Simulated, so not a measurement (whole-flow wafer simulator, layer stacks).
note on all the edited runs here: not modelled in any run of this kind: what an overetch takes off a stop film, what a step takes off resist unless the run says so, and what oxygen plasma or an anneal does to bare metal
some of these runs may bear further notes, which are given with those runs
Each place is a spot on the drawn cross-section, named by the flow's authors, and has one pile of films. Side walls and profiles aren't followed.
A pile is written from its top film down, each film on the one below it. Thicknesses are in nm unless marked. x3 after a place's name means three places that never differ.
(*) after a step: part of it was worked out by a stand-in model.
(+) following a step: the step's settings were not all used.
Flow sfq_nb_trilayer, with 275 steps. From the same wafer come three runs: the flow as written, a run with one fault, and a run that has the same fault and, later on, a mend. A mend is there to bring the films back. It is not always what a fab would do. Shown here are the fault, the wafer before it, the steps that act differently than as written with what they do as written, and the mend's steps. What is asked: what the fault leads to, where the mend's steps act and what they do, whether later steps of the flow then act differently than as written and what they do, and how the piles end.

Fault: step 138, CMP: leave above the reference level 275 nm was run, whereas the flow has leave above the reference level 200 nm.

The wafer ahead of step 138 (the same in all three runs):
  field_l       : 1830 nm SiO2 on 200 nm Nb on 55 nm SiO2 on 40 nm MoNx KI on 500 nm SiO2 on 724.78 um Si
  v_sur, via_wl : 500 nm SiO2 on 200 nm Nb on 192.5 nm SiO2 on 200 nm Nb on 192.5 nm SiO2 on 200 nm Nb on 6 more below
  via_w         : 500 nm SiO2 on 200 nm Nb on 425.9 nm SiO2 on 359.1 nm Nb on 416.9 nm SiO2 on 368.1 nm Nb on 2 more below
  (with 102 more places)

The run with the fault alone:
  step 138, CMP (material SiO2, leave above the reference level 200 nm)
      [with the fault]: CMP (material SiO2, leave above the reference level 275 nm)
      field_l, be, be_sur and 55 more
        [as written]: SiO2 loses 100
        [with the fault]: SiO2 loses 25
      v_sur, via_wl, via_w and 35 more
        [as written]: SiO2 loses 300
        [with the fault]: SiO2 loses 225
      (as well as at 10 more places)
  Steps further on in the flow that do not act as written (6 other steps are not shown; they differ only slightly, by no more than 2% or 0.5 nm, whichever is larger):
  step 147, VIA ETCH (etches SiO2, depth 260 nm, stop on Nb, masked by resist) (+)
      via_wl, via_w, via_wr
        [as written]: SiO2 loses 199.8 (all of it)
        [with the fault]: SiO2 loses 260
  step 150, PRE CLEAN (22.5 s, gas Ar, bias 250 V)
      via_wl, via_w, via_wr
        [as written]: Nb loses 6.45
        [with the fault]: SiO2 loses 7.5
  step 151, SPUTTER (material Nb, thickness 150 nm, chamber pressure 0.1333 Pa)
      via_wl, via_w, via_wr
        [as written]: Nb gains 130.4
        [with the fault]: Nb gains 123.3 (new film)
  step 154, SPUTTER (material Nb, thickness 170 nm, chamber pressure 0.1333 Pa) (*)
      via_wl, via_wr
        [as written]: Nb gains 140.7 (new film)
        [with the fault]: Nb gains 103.1 (new film)
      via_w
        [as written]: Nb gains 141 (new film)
        [with the fault]: Nb gains 136 (new film)
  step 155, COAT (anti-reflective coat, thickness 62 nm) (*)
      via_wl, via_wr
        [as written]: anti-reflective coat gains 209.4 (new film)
        [with the fault]: anti-reflective coat gains 321.3 (new film)
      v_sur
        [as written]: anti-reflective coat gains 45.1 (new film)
        [with the fault]: anti-reflective coat gains 42.8 (new film)
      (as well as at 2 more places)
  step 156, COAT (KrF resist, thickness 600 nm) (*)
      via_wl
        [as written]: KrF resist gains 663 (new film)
        [with the fault]: KrF resist gains 648.6 (new film)
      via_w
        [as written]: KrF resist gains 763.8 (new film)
        [with the fault]: KrF resist gains 811.1 (new film)
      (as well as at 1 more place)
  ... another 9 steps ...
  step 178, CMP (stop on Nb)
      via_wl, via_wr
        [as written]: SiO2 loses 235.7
        [with the fault]: SiO2 loses 227.2
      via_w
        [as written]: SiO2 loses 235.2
        [with the fault]: SiO2 loses 227.2
  At field_l, v_sur, via_wl and 103 more, the piles at the end differ from the flow's by more than 2% or 0.5 nm, whichever is larger.
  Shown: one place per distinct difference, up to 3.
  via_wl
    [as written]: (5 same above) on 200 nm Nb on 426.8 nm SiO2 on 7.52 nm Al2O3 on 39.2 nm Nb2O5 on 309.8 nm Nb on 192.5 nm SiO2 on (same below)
    [with the fault]: (5 same above) on 200 nm Nb on 469.8 nm SiO2 on 52.6 nm Nb2O5 on 0.96 nm Al2O3 on 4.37 nm Al on 123.3 nm Nb on 7.34 nm SiO2 on 200 nm Nb on 192.5 nm SiO2 on (same below)
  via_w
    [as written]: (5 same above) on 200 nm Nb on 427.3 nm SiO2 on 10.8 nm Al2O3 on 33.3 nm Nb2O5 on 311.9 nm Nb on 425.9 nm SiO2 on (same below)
    [with the fault]: (5 same above) on 200 nm Nb on 495.5 nm SiO2 on 10.1 nm Al2O3 on 34.7 nm Nb2O5 on 110.8 nm Nb on 7.34 nm SiO2 on 200 nm Nb on 425.9 nm SiO2 on (same below)
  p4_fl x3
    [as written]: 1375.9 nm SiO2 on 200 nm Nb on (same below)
    [with the fault]: 1450.9 nm SiO2 on 200 nm Nb on (same below)

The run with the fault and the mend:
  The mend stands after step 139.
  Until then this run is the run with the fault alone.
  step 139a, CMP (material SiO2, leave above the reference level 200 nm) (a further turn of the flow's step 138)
      field_l, v_sur, via_wl and 103 more
        SiO2 loses 75
  Later steps of the flow that are run all act as written at every place that is followed.
  The piles end the same as the flow's at every place that both follow.
